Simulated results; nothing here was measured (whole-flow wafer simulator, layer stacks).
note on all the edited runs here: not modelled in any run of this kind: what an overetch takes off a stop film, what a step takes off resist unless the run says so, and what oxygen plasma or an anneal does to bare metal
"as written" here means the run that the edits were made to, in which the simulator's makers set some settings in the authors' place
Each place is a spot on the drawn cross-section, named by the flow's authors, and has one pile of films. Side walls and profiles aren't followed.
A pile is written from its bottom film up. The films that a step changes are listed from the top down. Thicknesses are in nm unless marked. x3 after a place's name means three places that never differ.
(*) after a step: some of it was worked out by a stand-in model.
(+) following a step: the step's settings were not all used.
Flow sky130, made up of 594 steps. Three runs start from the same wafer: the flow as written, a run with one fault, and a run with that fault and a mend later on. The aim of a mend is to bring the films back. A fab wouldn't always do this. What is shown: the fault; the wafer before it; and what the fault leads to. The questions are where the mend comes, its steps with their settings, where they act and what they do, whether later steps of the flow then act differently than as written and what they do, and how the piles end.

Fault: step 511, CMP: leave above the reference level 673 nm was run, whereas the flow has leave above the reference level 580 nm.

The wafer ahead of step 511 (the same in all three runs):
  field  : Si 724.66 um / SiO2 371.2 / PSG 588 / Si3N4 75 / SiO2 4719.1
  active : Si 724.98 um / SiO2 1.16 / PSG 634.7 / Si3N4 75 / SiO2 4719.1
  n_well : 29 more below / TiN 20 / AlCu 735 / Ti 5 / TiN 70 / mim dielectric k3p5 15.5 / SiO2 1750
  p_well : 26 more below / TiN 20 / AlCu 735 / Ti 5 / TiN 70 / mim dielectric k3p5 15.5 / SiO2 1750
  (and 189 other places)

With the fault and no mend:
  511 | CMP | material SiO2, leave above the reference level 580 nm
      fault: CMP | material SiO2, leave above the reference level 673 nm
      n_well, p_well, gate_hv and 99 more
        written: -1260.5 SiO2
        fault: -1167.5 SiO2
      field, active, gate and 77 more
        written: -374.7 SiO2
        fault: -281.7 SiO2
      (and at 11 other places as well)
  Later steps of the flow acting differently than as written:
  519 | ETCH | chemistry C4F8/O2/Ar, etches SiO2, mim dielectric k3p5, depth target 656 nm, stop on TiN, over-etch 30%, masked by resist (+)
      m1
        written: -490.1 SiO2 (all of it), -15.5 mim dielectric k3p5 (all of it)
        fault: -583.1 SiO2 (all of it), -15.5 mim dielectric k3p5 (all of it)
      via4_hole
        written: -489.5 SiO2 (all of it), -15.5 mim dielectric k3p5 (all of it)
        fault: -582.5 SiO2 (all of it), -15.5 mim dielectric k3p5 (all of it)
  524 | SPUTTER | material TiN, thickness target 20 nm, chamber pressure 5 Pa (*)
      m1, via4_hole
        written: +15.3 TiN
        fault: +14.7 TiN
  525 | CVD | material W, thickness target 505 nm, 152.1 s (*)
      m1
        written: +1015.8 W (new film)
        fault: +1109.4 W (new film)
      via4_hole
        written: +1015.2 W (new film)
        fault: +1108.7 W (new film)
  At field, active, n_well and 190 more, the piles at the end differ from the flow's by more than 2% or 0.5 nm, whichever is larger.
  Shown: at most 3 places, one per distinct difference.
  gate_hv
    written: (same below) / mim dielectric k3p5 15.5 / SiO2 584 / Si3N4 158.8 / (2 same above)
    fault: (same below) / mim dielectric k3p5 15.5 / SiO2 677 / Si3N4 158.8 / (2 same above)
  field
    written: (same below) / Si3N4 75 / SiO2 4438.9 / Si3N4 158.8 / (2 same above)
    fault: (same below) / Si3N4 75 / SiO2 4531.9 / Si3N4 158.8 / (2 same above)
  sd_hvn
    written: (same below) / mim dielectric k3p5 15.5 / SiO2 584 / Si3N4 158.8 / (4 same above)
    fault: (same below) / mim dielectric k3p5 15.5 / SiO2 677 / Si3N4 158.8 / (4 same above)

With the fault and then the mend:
  The mend stands after step 518.
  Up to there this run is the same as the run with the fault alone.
  518a | STRIP | chemistry O2/N2, power 2160 W, pressure 1700 mTorr (*)
      field, active, n_well and 188 more
        -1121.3 resist (all of it)
  518b | CMP | material SiO2, leave above the reference level 580 nm (the flow's step 511, run once more)
      field, active, n_well and 190 more
        -93 SiO2
  518c | HMDS | 120 C, 60 s (the flow's step 513, run once more)
      does not change any film at any place that is followed
  518d | COAT | resist, thickness 1140 nm (the flow's step 514, run once more)
      field, active, n_well and 190 more
        +1140 resist (new film)
  518e | SOFTBAKE | resist (the flow's step 515, run once more)
      does not change any film at any place that is followed
  518f | EXPOSE | photomask VIM4, dose 133.8 mJ/cm2, NA 0.6, wavelength 365 nm (*) (the flow's step 516, run once more)
      does not change any film at any place that is followed
  518g | PEB | resist, 70.3 s (the flow's step 517, run once more)
      field, active, n_well and 190 more
        -18.7 resist
  518h | DEVELOP | resist, thickness 1140 nm, developer TMAH-0.26N, 60 s (the flow's step 518, run once more)
      m1, via4_hole
        -1121.3 resist (all of it)
  None of the later steps of the flow acts differently than as written at any place that is followed.
  The piles end the same as the flow's at every place that both follow.
